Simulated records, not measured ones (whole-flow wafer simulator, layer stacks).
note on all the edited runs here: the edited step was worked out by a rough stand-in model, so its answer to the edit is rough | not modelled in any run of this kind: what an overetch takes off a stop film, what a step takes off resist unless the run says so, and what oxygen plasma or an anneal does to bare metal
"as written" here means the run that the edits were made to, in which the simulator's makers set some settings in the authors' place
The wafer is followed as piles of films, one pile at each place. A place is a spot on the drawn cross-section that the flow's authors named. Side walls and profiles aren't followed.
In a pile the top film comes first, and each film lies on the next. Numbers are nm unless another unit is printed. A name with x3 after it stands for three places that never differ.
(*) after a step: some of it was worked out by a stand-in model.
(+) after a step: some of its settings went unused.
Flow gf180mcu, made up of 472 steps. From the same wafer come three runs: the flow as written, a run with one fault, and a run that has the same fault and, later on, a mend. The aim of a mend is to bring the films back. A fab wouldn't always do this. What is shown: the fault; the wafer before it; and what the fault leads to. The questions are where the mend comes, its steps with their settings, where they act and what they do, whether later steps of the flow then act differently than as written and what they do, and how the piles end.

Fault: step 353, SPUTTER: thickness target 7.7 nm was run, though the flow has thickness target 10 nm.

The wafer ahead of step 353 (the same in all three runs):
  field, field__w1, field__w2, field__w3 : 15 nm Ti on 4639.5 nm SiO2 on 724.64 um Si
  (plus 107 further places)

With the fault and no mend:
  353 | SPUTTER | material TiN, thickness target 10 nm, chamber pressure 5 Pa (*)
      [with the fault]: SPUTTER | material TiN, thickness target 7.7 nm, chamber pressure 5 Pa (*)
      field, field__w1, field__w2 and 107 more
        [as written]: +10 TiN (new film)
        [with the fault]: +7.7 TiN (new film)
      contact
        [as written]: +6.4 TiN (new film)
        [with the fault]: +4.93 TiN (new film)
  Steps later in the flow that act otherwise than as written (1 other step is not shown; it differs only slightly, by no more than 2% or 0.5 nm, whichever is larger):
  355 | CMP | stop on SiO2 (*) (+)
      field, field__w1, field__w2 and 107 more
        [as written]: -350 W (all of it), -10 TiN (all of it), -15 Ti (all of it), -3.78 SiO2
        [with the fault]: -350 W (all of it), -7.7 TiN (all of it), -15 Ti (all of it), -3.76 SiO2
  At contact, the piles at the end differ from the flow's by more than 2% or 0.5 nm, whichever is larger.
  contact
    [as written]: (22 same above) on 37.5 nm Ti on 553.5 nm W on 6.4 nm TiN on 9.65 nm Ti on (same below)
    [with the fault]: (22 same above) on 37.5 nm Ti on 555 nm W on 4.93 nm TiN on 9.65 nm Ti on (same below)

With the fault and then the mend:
  After step 353 comes the mend.
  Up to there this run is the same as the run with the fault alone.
  353a | SPUTTER | material TiN, thickness target 2.3 nm, chamber pressure 5 Pa (*) (the flow's step 353 again, with other settings)
      field, field__w1, field__w2 and 107 more
        +2.3 TiN
      contact
        +1.47 TiN
  Every later step of the flow that is run acts as written at every place that is followed.
  At every place that both follow, the piles at the end match the flow's.
